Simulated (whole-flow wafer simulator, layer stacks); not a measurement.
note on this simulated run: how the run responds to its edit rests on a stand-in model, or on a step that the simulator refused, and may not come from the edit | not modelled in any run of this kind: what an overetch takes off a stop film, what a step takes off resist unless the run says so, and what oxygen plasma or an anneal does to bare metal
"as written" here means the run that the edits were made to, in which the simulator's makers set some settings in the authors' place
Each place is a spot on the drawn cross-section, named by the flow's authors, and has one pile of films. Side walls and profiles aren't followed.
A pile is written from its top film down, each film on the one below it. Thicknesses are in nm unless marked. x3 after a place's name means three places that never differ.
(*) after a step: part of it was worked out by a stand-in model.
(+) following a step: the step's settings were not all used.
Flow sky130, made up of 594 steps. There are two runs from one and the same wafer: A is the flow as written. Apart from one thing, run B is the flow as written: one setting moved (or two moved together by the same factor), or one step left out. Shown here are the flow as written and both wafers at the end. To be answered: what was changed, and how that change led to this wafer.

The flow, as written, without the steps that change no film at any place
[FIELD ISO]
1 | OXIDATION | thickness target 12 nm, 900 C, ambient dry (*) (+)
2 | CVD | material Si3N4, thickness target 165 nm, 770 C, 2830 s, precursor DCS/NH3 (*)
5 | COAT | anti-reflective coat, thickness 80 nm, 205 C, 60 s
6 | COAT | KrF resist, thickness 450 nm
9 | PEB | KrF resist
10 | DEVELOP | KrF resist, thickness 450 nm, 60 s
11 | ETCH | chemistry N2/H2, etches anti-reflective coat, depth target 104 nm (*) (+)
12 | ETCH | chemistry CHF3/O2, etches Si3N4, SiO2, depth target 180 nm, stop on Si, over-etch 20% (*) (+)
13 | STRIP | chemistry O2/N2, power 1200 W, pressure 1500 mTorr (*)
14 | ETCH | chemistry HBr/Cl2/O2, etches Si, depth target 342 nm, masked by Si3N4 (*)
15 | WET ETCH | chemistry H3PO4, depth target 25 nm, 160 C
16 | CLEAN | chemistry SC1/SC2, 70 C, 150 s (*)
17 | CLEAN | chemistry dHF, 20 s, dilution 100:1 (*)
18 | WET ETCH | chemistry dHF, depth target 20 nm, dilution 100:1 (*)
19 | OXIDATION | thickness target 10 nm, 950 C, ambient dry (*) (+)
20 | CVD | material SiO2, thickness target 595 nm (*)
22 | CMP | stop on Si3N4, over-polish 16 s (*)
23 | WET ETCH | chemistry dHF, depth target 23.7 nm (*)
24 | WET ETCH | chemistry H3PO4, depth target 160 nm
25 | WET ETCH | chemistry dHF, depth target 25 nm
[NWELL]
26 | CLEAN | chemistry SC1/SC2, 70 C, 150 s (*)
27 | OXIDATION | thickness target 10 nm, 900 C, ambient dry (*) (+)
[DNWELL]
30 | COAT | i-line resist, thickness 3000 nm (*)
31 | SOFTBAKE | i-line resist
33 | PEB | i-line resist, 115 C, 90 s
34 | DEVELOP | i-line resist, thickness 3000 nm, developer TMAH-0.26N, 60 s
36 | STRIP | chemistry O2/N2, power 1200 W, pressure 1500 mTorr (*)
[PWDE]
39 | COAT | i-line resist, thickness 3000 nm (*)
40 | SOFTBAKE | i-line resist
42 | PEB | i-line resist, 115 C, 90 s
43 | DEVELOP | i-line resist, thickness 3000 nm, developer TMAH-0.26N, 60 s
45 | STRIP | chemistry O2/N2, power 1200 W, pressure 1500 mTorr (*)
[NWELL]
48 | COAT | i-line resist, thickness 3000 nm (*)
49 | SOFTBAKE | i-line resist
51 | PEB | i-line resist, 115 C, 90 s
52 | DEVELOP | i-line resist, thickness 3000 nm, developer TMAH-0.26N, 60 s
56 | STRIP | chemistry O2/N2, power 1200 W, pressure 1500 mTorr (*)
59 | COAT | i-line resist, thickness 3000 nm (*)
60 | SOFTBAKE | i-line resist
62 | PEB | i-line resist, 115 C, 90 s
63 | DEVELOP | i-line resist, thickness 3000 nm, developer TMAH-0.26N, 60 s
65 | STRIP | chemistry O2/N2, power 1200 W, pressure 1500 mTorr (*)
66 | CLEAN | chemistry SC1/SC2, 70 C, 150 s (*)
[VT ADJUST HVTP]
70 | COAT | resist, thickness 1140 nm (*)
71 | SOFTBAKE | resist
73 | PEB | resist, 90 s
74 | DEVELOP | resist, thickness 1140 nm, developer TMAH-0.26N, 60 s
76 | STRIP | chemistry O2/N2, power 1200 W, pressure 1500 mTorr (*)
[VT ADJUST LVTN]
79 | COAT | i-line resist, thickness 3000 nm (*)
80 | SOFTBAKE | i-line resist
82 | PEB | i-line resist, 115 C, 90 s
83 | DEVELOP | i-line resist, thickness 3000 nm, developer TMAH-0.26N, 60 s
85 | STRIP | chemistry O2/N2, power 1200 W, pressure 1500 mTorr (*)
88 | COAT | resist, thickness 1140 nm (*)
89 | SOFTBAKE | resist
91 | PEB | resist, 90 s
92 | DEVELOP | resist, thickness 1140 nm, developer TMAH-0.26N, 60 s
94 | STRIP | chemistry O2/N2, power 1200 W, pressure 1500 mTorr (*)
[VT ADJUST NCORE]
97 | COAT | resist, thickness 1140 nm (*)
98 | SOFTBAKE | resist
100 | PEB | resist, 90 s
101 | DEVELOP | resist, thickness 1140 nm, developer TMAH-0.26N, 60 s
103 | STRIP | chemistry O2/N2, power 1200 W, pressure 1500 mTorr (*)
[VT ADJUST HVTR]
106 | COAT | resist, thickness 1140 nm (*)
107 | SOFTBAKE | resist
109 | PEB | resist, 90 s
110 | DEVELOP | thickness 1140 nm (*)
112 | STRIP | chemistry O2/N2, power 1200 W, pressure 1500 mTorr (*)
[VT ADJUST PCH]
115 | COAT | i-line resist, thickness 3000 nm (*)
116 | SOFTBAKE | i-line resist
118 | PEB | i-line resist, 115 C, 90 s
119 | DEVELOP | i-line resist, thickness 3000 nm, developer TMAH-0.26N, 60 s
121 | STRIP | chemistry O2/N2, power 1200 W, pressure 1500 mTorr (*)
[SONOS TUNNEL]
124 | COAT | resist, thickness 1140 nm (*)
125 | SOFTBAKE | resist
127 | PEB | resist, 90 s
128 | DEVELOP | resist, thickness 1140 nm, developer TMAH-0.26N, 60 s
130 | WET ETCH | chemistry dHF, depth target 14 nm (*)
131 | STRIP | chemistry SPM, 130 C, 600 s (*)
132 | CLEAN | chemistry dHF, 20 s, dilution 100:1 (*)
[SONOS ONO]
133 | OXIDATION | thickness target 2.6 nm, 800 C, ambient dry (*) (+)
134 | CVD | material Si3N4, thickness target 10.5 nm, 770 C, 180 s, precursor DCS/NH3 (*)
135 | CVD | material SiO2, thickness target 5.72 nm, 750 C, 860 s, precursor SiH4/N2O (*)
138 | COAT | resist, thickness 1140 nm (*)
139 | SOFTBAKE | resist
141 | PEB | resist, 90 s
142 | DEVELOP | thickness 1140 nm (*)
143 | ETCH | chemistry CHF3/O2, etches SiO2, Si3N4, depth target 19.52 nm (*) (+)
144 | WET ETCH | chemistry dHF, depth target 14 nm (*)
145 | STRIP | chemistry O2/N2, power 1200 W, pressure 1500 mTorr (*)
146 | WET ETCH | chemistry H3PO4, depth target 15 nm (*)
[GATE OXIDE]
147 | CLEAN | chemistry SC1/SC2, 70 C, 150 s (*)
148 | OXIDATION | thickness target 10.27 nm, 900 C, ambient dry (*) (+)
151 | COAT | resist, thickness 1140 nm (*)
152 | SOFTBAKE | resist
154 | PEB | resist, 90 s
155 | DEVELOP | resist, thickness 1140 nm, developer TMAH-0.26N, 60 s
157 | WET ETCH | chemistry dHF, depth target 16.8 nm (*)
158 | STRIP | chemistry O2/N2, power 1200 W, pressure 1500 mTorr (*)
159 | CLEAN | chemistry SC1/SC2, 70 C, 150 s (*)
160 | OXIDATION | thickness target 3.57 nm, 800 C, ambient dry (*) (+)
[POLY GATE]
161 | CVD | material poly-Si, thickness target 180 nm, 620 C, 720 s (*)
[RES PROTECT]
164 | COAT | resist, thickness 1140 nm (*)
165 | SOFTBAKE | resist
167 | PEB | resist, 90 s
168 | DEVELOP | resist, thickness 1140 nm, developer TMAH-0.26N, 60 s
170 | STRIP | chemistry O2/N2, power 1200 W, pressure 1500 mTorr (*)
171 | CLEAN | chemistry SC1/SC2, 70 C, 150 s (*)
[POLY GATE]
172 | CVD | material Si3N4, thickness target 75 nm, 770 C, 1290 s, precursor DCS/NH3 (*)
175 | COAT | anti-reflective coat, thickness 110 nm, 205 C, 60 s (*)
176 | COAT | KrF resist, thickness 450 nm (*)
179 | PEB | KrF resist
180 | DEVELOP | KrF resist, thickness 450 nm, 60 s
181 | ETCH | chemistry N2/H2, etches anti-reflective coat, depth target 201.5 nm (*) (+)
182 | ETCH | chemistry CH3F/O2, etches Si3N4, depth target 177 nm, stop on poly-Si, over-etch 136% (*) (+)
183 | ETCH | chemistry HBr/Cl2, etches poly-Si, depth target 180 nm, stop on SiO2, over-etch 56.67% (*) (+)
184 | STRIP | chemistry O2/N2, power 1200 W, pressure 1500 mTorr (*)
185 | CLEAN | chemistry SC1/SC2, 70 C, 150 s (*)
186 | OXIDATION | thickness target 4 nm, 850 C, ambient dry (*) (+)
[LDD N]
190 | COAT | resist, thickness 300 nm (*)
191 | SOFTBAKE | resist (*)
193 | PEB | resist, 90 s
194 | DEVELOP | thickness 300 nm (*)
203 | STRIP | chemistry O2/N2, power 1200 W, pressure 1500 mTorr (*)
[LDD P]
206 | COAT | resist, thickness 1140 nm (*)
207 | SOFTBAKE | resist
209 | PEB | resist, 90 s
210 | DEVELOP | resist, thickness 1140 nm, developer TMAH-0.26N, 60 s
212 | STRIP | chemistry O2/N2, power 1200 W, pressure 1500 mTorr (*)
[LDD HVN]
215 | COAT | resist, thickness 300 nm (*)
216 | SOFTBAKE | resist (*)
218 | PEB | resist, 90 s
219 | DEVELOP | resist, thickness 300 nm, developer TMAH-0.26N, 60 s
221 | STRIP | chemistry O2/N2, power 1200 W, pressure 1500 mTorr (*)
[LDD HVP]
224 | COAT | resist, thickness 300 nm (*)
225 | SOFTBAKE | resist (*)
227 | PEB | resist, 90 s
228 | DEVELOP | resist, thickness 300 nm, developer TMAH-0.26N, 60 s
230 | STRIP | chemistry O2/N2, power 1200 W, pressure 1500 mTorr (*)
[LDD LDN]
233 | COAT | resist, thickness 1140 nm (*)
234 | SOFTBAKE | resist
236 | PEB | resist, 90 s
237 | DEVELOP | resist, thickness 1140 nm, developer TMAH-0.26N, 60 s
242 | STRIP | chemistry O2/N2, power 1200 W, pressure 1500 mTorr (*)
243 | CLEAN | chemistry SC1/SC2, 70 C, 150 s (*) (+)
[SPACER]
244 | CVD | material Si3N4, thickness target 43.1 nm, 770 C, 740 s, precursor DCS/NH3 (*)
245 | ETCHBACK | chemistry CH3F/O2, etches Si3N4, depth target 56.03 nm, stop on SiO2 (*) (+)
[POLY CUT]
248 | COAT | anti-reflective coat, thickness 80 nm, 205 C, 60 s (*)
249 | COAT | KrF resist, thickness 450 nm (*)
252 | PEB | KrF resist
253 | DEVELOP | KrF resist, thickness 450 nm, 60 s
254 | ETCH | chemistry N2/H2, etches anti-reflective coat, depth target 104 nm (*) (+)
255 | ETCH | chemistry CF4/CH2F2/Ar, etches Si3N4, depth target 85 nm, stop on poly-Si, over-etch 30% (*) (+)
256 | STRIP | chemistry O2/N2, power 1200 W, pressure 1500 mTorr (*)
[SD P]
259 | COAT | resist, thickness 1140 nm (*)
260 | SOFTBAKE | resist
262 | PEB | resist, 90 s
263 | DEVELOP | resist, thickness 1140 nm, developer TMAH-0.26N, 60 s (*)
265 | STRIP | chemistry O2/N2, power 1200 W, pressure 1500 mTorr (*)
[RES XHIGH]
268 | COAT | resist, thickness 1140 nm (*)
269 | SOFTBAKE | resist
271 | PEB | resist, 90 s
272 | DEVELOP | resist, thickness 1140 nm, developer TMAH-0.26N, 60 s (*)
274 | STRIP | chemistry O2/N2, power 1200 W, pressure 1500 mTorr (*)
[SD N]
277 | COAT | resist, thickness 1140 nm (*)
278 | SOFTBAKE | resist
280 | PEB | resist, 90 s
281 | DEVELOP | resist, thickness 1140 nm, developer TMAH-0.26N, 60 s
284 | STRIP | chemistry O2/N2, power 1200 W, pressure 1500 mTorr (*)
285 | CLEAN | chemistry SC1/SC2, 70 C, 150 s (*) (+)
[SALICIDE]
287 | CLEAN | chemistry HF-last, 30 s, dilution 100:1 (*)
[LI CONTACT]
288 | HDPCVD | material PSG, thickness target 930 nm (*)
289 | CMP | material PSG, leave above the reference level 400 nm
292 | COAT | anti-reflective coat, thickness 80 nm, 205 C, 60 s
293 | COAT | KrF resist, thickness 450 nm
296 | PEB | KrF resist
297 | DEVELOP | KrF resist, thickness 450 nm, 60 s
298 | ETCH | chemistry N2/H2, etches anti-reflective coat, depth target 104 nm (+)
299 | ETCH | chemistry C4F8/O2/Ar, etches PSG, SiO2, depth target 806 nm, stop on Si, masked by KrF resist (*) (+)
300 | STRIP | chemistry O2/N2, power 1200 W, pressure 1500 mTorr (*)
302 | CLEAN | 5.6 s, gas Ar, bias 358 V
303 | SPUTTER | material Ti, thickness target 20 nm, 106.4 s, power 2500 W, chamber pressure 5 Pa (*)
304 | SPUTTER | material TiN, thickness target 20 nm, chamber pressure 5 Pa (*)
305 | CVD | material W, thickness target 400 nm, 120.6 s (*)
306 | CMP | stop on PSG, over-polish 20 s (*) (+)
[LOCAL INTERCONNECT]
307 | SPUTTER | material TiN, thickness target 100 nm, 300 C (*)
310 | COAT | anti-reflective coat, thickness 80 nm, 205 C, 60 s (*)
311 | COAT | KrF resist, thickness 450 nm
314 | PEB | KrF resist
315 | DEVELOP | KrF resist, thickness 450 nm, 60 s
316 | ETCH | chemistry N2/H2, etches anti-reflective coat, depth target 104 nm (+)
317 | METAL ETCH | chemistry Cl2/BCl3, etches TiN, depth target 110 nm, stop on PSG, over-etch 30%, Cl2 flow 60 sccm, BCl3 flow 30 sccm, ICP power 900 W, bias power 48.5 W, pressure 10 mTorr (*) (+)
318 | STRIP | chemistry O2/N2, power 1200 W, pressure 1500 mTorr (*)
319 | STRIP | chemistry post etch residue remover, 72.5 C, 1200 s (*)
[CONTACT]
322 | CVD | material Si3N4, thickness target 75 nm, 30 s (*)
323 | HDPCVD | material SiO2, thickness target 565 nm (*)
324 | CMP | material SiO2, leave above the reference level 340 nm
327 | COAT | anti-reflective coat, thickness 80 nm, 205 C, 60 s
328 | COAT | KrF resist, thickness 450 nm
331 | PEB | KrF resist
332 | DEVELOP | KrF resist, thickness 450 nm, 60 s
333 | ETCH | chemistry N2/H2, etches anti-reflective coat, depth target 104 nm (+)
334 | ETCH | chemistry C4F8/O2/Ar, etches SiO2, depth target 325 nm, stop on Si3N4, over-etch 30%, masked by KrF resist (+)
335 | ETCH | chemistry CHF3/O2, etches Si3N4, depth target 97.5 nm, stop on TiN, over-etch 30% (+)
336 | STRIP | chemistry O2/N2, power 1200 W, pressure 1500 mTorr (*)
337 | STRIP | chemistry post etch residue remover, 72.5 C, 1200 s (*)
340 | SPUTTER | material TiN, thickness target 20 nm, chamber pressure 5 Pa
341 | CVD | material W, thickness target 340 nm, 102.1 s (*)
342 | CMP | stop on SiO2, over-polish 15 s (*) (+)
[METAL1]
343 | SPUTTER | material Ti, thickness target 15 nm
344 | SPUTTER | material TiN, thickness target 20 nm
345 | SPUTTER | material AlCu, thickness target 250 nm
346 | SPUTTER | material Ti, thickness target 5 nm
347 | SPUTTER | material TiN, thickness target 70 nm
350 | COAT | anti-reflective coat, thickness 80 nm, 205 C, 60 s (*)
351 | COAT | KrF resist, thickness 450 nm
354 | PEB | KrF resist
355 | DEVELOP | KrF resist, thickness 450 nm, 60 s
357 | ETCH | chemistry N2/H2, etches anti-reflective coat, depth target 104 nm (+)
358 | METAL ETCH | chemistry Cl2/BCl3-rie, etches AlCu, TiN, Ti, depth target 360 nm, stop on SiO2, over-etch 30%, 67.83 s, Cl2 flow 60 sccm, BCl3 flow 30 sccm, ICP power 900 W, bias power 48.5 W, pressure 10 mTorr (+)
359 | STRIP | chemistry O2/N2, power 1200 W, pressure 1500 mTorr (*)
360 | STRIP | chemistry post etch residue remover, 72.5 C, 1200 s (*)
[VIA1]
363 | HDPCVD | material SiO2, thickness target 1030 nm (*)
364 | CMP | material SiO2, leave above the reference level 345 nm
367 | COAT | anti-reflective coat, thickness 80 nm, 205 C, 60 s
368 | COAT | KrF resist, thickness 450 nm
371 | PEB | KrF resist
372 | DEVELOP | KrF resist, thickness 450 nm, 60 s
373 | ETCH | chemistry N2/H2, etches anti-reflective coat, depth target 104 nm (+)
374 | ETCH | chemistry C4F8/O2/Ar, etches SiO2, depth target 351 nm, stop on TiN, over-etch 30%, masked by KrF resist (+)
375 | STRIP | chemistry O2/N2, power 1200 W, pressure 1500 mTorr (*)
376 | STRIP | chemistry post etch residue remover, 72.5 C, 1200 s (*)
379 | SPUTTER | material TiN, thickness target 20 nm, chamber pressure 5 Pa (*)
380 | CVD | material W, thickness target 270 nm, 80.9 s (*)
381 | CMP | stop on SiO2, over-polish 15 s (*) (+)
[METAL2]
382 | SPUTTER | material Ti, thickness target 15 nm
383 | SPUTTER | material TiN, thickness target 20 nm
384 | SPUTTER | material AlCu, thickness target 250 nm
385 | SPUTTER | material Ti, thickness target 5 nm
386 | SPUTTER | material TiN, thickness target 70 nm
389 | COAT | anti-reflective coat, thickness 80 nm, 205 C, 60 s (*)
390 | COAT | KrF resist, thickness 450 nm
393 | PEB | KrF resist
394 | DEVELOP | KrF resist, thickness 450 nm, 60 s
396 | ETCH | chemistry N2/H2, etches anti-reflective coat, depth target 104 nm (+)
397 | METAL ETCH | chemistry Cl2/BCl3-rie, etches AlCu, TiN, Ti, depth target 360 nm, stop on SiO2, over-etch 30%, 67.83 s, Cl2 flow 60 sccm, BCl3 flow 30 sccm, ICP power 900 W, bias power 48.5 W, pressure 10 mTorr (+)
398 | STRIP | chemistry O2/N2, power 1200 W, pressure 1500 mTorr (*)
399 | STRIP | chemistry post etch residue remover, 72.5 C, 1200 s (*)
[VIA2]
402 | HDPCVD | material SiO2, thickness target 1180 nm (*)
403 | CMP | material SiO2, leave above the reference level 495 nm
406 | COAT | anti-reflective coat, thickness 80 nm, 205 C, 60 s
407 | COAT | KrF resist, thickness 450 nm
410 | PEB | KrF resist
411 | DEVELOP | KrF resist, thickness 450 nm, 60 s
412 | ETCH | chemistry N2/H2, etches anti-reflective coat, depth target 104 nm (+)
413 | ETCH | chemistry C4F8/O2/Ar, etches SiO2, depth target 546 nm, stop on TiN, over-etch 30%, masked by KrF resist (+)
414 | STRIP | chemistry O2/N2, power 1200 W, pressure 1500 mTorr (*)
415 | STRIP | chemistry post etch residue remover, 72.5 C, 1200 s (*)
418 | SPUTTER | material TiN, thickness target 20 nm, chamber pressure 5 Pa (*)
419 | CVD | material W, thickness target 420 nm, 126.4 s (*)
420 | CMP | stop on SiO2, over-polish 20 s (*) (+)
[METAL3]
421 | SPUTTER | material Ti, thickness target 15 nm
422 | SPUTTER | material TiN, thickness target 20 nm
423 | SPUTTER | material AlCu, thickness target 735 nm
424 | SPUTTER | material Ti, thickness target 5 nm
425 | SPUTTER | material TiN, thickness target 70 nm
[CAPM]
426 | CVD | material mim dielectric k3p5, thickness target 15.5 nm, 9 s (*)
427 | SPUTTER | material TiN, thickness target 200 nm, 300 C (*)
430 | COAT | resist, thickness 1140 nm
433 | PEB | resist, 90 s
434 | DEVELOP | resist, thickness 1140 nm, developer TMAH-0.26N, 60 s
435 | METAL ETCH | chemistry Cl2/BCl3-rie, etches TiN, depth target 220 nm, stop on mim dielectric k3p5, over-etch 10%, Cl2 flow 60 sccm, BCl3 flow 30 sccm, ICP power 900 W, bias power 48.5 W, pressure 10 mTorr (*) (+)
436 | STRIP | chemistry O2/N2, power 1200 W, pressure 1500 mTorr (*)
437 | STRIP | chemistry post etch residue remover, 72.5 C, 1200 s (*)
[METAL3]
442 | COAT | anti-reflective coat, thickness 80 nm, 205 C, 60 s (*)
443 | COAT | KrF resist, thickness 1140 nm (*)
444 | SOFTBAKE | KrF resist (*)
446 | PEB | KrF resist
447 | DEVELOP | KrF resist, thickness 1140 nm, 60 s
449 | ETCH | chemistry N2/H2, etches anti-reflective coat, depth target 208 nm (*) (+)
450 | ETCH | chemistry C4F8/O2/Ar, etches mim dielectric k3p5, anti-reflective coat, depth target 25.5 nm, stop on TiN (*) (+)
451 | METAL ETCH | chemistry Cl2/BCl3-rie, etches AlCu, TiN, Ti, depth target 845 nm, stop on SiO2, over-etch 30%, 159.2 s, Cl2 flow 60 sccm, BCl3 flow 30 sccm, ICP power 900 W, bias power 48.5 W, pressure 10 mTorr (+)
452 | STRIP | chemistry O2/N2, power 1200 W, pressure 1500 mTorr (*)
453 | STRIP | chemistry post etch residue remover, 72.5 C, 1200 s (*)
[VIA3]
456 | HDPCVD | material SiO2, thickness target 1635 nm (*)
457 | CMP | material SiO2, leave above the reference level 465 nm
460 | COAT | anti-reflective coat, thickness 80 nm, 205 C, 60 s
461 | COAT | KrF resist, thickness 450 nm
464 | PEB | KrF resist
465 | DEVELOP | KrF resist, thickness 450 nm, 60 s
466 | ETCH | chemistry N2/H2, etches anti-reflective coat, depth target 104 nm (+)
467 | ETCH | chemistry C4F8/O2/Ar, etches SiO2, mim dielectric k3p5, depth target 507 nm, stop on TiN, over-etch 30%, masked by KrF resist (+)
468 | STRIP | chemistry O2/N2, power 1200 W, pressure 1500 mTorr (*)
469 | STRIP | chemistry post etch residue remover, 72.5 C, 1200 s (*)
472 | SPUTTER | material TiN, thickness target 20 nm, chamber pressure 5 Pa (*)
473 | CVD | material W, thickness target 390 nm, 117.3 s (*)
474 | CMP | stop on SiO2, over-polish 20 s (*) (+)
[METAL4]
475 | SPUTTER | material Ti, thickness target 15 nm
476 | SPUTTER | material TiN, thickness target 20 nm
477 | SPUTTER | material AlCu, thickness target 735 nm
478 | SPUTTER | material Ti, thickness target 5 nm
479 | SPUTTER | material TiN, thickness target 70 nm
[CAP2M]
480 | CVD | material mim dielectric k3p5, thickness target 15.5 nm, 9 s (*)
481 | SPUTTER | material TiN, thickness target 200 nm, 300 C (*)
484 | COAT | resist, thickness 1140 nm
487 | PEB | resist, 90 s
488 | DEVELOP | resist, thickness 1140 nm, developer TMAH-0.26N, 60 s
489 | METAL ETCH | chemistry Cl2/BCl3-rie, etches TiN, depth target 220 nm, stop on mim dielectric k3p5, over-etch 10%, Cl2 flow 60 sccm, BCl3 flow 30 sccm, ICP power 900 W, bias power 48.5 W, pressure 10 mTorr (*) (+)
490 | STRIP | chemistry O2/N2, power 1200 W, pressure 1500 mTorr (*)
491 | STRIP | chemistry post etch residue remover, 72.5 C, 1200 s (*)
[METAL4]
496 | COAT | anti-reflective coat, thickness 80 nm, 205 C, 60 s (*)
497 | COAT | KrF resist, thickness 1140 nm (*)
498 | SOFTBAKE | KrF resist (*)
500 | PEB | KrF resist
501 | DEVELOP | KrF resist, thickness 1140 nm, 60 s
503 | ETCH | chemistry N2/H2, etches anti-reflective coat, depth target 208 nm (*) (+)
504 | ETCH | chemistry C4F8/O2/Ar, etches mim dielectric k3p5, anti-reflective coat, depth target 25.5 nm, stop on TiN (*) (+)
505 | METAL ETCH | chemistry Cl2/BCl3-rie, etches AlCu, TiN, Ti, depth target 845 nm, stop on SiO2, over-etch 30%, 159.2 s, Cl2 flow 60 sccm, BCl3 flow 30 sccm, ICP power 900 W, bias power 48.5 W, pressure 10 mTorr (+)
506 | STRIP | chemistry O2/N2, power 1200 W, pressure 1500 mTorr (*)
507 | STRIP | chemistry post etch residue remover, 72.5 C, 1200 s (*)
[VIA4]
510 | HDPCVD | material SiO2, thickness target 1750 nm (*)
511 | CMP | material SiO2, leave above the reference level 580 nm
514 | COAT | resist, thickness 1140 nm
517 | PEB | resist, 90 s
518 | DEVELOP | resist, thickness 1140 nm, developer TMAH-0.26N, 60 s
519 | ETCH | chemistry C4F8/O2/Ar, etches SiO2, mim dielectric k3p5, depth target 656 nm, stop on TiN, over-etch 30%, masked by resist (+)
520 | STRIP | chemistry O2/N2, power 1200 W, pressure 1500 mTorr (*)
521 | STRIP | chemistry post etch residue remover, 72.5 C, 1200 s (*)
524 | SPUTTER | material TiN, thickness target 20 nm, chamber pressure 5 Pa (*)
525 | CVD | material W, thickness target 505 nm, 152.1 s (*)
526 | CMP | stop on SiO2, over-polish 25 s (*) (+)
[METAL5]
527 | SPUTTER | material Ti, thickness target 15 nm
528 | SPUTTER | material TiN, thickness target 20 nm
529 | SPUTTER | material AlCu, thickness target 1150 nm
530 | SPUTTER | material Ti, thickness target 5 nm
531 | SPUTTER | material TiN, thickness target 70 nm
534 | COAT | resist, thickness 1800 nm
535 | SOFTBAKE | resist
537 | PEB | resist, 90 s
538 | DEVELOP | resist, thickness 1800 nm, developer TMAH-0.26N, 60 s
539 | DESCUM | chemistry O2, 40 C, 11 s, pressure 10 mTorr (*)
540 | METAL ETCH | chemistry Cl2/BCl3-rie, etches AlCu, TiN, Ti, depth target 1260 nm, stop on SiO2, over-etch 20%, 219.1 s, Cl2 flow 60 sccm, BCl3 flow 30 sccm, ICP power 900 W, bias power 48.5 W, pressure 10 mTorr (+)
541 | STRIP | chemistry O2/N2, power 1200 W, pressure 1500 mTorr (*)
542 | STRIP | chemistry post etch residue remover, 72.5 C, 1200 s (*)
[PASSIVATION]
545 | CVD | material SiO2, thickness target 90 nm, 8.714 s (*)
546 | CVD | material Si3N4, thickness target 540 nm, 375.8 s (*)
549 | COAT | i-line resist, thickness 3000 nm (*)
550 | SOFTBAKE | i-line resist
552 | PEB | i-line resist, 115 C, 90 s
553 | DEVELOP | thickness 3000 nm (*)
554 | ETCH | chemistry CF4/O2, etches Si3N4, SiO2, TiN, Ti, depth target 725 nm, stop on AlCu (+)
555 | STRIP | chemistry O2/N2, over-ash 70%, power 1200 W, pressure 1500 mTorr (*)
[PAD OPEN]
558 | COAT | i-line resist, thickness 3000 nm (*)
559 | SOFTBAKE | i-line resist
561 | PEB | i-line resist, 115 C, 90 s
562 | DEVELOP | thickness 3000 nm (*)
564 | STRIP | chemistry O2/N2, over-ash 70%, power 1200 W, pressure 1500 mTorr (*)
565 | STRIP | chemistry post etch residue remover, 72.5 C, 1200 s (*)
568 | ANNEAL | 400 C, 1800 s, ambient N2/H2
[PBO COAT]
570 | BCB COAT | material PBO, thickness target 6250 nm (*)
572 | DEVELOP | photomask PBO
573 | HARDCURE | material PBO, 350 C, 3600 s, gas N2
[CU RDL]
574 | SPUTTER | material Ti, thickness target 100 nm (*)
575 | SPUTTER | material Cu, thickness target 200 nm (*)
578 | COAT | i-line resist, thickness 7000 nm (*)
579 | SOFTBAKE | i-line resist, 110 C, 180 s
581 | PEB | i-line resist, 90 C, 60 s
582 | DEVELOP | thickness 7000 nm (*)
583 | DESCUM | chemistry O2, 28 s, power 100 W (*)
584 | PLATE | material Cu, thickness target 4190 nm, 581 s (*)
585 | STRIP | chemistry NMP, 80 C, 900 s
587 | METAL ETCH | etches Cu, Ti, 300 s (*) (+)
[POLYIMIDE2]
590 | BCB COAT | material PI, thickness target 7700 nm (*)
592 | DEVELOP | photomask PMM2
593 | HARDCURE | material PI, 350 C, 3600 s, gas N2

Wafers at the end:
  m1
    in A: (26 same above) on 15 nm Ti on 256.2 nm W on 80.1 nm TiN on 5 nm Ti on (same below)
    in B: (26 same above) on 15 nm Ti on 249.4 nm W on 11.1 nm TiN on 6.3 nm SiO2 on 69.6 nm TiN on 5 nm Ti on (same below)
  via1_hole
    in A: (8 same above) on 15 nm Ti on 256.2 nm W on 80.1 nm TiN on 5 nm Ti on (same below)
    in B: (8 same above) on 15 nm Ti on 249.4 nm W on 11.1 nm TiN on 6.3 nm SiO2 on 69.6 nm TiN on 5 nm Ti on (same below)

The reason: step 374, ETCH: depth target 263.5 nm was run, while the flow as written has depth target 351 nm.

Step by step, how the change led to this:
  374 | ETCH | chemistry C4F8/O2/Ar, etches SiO2, depth target 351 nm, stop on TiN, over-etch 30%, masked by KrF resist (+)
      m1, via1_hole: A -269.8 SiO2 (all of it) | B -263.5 SiO2
      field, active, n_well and 186 more: A -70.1 KrF resist | B -52.7 KrF resist
  375 | STRIP | chemistry O2/N2, power 1200 W, pressure 1500 mTorr (*)
      field, active, n_well and 186 more: A -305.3 KrF resist (all of it), -80 anti-reflective coat (all of it) | B -322.7 KrF resist (all of it), -80 anti-reflective coat (all of it)
  379 | SPUTTER | material TiN, thickness target 20 nm, chamber pressure 5 Pa (*)
      m1: A +11 TiN | B +11.1 TiN (new film)
      via1_hole: A +10.9 TiN | B +11.1 TiN (new film)
With metal films that touch counted as one body, m1 has 3 bodies (between them, from the top down: SiO2 6.3; SiO2 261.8 / Si3N4 75); the flow as written gives 2 bodies (between them, from the top down: SiO2 261.8 / Si3N4 75).
With metal films that touch counted as one body, via1_hole has 2 bodies (between them, from the top down: SiO2 6.3); the flow as written gives 1 body.
